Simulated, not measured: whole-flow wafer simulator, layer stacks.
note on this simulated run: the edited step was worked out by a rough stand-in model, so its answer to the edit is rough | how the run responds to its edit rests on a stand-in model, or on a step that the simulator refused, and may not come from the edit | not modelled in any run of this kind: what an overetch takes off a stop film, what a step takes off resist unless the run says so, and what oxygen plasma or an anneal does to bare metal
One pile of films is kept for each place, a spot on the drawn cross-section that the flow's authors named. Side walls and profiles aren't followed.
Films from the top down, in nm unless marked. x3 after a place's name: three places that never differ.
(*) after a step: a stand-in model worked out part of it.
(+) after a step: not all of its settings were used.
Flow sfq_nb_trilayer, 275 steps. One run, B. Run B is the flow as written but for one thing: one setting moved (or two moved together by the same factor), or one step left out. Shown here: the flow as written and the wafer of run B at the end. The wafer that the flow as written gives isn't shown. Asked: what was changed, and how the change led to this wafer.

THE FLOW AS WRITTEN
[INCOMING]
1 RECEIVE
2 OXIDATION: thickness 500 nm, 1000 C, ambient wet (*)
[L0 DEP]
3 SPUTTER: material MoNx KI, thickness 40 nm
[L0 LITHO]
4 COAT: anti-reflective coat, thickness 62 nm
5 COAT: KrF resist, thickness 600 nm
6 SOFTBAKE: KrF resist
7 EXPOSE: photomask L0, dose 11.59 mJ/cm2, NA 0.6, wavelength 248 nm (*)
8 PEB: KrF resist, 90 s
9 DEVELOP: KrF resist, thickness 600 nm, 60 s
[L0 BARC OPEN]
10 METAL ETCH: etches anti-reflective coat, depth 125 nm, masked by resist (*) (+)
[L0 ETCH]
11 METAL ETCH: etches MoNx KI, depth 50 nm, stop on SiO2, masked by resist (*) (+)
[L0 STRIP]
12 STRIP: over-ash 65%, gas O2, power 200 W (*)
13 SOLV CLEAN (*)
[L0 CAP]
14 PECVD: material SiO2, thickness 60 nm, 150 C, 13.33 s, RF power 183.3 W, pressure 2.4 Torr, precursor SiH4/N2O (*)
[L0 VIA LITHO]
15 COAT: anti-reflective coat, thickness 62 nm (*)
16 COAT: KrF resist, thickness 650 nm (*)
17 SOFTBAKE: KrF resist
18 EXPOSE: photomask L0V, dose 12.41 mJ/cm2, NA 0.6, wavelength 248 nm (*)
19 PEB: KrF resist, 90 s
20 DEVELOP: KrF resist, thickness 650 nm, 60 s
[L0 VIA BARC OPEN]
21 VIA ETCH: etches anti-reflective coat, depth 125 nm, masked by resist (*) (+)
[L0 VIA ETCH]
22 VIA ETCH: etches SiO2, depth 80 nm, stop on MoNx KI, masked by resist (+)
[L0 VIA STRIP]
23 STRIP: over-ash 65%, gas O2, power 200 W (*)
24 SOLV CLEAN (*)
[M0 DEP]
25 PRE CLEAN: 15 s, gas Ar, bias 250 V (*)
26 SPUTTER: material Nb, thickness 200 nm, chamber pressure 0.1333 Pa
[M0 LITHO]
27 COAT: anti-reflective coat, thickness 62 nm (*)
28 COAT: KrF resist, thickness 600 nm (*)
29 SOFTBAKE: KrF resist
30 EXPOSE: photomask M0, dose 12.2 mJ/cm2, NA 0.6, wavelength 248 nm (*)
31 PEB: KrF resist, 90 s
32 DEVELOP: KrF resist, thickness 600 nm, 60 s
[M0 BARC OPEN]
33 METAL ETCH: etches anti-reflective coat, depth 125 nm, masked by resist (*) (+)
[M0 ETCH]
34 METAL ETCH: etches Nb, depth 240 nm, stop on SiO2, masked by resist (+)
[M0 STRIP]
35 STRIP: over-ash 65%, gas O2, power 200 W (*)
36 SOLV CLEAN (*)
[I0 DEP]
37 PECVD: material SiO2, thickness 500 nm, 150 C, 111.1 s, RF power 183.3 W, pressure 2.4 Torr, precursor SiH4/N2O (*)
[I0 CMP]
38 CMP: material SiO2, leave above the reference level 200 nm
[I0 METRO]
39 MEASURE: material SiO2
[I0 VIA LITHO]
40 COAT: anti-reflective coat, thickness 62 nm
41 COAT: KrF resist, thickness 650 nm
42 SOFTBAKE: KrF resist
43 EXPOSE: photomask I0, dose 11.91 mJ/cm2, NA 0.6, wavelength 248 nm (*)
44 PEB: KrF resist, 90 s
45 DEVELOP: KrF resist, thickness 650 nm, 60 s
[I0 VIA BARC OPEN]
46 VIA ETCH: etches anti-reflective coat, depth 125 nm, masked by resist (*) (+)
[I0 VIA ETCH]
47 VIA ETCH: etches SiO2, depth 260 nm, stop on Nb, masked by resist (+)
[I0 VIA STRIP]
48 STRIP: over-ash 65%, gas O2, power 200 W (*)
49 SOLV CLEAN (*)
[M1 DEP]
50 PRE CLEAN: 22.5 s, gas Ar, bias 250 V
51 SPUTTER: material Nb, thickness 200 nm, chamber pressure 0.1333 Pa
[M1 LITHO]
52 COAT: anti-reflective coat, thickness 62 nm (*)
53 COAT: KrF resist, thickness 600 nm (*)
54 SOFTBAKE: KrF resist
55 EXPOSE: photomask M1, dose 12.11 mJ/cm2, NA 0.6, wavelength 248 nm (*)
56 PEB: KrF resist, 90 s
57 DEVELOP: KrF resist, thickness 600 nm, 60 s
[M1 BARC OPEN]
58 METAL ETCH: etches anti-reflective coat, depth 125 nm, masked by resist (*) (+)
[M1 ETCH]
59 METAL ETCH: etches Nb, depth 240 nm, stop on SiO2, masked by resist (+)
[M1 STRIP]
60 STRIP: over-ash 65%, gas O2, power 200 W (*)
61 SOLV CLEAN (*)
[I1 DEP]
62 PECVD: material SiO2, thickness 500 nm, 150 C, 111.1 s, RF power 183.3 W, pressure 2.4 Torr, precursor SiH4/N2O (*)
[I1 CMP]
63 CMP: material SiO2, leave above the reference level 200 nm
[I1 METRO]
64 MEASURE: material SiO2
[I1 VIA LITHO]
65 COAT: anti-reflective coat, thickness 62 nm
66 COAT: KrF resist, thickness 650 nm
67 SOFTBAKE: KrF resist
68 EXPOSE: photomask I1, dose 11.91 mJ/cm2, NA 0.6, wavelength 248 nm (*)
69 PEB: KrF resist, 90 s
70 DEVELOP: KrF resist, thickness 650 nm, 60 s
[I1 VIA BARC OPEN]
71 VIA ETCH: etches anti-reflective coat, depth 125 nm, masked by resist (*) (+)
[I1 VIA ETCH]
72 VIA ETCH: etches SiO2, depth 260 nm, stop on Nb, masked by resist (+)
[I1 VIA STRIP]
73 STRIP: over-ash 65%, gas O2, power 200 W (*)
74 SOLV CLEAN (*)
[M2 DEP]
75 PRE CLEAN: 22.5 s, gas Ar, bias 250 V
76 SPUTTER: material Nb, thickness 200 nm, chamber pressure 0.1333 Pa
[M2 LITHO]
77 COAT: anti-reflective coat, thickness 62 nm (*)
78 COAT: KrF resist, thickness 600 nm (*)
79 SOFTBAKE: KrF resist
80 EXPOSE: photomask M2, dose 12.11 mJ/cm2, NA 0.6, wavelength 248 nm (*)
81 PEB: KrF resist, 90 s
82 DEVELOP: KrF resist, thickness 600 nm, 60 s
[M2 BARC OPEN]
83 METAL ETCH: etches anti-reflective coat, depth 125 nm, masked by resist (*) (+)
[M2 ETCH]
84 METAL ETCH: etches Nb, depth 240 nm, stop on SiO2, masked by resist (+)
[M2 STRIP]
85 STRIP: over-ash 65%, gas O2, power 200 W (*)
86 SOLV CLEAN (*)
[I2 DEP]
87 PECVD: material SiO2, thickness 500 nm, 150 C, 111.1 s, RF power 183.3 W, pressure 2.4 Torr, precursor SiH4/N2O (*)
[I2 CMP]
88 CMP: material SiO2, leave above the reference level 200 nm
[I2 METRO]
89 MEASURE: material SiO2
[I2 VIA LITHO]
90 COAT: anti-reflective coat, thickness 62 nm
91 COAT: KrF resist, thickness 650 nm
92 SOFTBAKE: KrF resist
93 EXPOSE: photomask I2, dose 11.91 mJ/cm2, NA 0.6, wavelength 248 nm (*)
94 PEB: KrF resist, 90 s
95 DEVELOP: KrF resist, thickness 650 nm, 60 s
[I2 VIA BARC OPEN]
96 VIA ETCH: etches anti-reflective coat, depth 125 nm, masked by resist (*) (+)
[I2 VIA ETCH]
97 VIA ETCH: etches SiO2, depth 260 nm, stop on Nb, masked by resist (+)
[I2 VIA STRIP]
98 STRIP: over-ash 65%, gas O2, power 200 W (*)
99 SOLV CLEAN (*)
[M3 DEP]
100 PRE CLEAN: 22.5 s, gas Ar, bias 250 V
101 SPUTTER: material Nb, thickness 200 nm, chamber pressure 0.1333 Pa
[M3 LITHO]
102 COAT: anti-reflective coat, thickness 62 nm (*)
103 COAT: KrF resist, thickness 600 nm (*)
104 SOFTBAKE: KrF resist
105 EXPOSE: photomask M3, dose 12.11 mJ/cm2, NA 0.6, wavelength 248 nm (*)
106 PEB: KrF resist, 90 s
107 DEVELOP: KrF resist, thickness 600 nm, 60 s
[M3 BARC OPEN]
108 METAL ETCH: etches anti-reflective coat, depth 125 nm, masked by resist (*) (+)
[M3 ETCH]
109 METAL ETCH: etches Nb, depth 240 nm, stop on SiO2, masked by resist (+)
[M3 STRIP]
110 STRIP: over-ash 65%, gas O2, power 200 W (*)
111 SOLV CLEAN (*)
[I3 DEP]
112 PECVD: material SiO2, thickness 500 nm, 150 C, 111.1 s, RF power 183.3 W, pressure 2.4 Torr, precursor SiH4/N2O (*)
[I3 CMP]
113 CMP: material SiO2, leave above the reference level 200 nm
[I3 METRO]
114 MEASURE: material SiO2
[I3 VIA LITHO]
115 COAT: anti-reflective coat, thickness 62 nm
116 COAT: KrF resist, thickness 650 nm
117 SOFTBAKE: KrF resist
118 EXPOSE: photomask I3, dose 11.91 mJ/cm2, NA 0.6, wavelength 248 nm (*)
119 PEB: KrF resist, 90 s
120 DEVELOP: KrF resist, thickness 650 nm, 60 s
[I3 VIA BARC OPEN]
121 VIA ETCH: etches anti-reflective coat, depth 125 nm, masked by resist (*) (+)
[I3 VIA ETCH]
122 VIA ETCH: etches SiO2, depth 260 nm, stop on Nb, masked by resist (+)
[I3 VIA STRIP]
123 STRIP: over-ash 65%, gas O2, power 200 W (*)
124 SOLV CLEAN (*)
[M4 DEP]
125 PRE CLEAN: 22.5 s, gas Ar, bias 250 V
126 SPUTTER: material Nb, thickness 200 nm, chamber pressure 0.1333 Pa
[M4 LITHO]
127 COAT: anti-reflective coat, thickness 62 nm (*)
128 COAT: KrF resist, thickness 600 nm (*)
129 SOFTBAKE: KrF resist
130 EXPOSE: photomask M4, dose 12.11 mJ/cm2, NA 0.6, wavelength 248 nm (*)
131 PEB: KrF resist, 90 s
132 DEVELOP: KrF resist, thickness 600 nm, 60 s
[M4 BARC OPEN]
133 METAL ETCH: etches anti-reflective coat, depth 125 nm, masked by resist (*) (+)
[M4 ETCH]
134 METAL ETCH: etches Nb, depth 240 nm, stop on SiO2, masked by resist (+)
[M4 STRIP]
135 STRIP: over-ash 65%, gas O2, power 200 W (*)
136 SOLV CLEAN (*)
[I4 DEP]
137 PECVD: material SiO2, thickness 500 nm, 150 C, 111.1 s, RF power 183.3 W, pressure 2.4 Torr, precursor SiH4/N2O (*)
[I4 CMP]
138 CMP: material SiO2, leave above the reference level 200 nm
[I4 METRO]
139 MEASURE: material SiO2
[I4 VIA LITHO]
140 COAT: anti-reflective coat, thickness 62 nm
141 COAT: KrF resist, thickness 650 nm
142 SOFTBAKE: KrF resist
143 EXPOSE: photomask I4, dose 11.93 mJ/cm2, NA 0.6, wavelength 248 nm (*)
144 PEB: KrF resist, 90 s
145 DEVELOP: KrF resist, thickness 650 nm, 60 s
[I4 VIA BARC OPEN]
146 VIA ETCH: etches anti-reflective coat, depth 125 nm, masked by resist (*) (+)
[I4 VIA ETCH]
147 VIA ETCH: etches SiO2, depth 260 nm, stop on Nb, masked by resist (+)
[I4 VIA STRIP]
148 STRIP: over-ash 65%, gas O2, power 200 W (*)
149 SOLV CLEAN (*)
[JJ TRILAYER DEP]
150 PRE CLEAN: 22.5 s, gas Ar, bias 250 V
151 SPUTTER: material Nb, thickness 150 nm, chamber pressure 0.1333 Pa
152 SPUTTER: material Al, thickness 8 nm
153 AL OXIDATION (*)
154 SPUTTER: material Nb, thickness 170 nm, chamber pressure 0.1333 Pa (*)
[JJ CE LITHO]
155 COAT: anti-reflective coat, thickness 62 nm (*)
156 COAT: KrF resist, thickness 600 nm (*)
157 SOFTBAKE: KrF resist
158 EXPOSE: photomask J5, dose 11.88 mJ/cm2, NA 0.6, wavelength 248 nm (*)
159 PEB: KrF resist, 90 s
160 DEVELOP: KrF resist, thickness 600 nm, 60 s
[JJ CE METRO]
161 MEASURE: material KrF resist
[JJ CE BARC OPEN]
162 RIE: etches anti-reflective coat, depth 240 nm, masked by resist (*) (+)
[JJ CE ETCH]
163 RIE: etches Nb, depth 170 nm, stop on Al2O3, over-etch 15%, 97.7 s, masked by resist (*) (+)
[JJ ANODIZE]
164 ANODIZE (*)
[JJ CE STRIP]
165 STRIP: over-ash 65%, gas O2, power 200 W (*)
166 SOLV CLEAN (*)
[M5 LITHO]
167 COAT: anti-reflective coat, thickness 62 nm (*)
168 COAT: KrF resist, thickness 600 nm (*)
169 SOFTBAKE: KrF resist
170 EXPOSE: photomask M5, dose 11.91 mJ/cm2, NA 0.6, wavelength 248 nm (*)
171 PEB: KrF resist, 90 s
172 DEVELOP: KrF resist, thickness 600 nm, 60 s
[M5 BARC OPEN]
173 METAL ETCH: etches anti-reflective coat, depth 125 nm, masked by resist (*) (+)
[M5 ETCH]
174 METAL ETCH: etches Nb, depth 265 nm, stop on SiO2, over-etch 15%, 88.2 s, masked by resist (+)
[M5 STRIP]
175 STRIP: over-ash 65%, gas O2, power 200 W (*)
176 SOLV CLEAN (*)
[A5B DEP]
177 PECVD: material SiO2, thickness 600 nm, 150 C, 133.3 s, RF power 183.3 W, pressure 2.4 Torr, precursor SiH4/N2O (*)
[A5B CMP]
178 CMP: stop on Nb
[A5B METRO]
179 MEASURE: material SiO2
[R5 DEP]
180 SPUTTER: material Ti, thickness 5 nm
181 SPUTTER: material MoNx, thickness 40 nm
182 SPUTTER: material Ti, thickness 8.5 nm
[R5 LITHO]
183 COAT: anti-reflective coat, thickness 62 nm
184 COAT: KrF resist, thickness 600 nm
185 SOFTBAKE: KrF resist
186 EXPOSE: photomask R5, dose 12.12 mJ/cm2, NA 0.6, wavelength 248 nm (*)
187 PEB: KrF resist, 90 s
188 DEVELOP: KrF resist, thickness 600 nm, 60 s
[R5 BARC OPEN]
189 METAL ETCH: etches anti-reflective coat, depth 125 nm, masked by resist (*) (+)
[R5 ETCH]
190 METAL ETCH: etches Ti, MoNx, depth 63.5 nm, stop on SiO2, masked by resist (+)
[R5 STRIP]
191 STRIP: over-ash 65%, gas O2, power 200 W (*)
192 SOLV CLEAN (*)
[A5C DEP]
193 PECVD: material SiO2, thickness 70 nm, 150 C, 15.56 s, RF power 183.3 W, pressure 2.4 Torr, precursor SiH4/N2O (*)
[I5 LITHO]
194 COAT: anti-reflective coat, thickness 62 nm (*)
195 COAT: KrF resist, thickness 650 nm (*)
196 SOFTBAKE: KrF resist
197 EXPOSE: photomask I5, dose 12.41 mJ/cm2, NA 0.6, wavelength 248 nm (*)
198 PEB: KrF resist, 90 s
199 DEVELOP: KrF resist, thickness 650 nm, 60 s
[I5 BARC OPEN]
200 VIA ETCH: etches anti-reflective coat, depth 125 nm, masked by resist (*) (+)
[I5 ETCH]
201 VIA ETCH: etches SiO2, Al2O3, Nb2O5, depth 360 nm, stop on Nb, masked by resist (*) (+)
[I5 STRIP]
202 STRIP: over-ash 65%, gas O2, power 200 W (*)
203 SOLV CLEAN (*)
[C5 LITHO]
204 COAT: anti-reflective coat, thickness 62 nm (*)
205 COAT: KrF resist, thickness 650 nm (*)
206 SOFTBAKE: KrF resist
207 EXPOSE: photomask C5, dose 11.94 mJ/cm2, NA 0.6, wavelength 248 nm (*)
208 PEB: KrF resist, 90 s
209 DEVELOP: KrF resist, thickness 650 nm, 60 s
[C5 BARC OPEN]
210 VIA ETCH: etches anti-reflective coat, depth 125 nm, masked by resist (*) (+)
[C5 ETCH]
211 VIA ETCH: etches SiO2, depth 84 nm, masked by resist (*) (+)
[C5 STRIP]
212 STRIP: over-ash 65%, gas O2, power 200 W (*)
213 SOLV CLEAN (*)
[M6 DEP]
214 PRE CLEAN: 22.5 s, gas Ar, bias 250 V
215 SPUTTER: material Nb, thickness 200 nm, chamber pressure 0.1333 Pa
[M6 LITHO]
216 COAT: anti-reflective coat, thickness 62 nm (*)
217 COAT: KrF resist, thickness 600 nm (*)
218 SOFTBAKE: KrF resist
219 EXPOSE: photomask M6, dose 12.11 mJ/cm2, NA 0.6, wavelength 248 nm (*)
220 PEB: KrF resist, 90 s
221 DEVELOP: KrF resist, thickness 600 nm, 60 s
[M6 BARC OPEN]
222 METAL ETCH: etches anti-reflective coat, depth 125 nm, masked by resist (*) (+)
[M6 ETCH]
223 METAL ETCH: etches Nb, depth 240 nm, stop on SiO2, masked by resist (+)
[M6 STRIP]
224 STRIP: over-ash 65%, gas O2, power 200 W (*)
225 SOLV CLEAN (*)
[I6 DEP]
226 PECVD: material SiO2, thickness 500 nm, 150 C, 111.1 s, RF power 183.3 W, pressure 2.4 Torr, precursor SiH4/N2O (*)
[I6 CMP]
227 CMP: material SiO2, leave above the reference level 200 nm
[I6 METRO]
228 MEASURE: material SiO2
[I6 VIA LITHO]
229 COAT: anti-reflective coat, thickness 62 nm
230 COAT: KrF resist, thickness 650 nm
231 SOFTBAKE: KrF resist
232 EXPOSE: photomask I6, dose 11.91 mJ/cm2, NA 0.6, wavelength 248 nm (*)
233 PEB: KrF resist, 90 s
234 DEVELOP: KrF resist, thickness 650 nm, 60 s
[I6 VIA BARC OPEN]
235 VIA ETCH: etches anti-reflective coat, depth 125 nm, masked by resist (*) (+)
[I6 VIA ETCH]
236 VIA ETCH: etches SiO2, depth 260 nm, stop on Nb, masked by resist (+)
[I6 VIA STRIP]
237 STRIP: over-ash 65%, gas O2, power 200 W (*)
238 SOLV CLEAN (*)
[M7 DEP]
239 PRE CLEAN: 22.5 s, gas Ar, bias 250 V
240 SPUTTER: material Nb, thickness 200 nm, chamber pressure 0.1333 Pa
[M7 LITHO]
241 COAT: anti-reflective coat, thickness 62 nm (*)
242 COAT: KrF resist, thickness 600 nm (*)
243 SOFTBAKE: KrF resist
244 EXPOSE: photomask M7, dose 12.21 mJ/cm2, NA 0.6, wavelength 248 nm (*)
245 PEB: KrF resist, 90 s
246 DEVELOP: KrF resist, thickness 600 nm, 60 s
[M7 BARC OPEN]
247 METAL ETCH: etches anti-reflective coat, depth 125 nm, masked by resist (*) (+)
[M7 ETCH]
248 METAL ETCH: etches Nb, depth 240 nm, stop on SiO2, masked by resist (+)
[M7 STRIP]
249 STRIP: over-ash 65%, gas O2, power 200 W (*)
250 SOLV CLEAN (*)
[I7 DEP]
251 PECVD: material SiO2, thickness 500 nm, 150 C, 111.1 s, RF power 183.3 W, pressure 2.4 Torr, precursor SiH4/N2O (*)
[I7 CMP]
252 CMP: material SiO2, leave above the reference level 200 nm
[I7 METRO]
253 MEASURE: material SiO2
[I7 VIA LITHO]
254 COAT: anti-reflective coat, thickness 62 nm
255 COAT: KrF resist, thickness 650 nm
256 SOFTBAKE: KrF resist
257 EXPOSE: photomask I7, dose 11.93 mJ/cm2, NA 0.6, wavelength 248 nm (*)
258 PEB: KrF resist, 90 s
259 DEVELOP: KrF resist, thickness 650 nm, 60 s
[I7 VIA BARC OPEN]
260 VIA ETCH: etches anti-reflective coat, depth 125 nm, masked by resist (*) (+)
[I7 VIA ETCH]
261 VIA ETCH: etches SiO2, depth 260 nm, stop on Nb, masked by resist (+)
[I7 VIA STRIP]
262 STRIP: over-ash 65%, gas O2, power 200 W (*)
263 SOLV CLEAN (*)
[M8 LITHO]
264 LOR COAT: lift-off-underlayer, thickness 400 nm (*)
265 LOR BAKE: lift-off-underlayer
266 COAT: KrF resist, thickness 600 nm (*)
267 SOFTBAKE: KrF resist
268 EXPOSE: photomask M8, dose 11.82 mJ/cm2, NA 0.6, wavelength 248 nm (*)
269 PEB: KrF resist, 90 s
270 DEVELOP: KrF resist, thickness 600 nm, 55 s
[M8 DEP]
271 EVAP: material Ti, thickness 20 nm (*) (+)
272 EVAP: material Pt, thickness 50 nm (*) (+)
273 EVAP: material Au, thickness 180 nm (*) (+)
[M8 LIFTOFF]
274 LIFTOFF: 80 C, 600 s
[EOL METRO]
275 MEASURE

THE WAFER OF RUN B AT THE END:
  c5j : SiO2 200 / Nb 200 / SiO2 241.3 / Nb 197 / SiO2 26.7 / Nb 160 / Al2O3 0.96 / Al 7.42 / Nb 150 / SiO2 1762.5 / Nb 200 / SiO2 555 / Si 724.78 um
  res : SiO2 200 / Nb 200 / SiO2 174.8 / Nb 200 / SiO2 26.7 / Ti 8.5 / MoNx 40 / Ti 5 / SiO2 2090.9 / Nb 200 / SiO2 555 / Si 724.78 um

The cause: step 211, VIA ETCH: depth 35.7 nm was run, where the flow has depth 84 nm.

How the change led to this, step by step:
  211 VIA ETCH: etches SiO2, depth 84 nm, masked by resist (*) (+)
      c5j: SiO2 -35.7 (as written it would be: SiO2 -69.9 (all of it), Nb -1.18)
      res: SiO2 -35.7 (as written it would be: SiO2 -69.9 (all of it))
      (and at 104 more places)
  214 PRE CLEAN: 22.5 s, gas Ar, bias 250 V
      c5j: SiO2 -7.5 (as written it would be: Nb -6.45)
      res: SiO2 -7.5 (as written it would be: Ti -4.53)
  215 SPUTTER: material Nb, thickness 200 nm, chamber pressure 0.1333 Pa
      c5j: Nb +197 (new film) (as written it would be: Nb +188.4)
      res: Nb +200 (new film) (as written it would be: Nb +192.9 (new film))
  216 COAT: anti-reflective coat, thickness 62 nm (*)
      jj_sur: anti-reflective coat +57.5 (new film) (as written it would be: anti-reflective coat +56.1 (new film))
      ce_l: anti-reflective coat +56.8 (new film) (as written it would be: anti-reflective coat +48 (new film))
      (and at 6 more places)
  217 COAT: KrF resist, thickness 600 nm (*)
      c5j: KrF resist +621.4 (new film) (as written it would be: KrF resist +636 (new film))
      res: KrF resist +589 (new film) (as written it would be: KrF resist +605.2 (new film))
  224 STRIP: over-ash 65%, gas O2, power 200 W (*)
      jj_sur: KrF resist -379.9 (all of it), anti-reflective coat -57.5 (all of it) (as written it would be: KrF resist -378.5 (all of it), anti-reflective coat -56.1 (all of it))
      ce_l: KrF resist -391.8 (all of it), anti-reflective coat -56.8 (all of it) (as written it would be: KrF resist -397.1 (all of it), anti-reflective coat -48 (all of it))
      (and at 6 more places)
  226 PECVD: material SiO2, thickness 500 nm, 150 C, 111.1 s, RF power 183.3 W, pressure 2.4 Torr, precursor SiH4/N2O (*)
      c5j: SiO2 +500 (new film) (as written it would be: SiO2 +514.7 (new film))
  227 CMP: material SiO2, leave above the reference level 200 nm
      c5j: SiO2 -251.2 (as written it would be: SiO2 -223)
      res: SiO2 -317.7 (as written it would be: SiO2 -279.4)
Counting metal films that touch as one body, c5j has 5 bodies (between them, from the top down: SiO2 241.3; SiO2 26.7; Al2O3 0.96; SiO2 1762.5); the flow as written gives 4 bodies (between them, from the top down: SiO2 284.2; Al2O3 0.96; SiO2 1762.5).
Counting metal films that touch as one body, res has 4 bodies (between them, from the top down: SiO2 174.8; SiO2 26.7; SiO2 2090.9); the flow as written gives 3 bodies (between them, from the top down: SiO2 213.1; SiO2 2090.9).
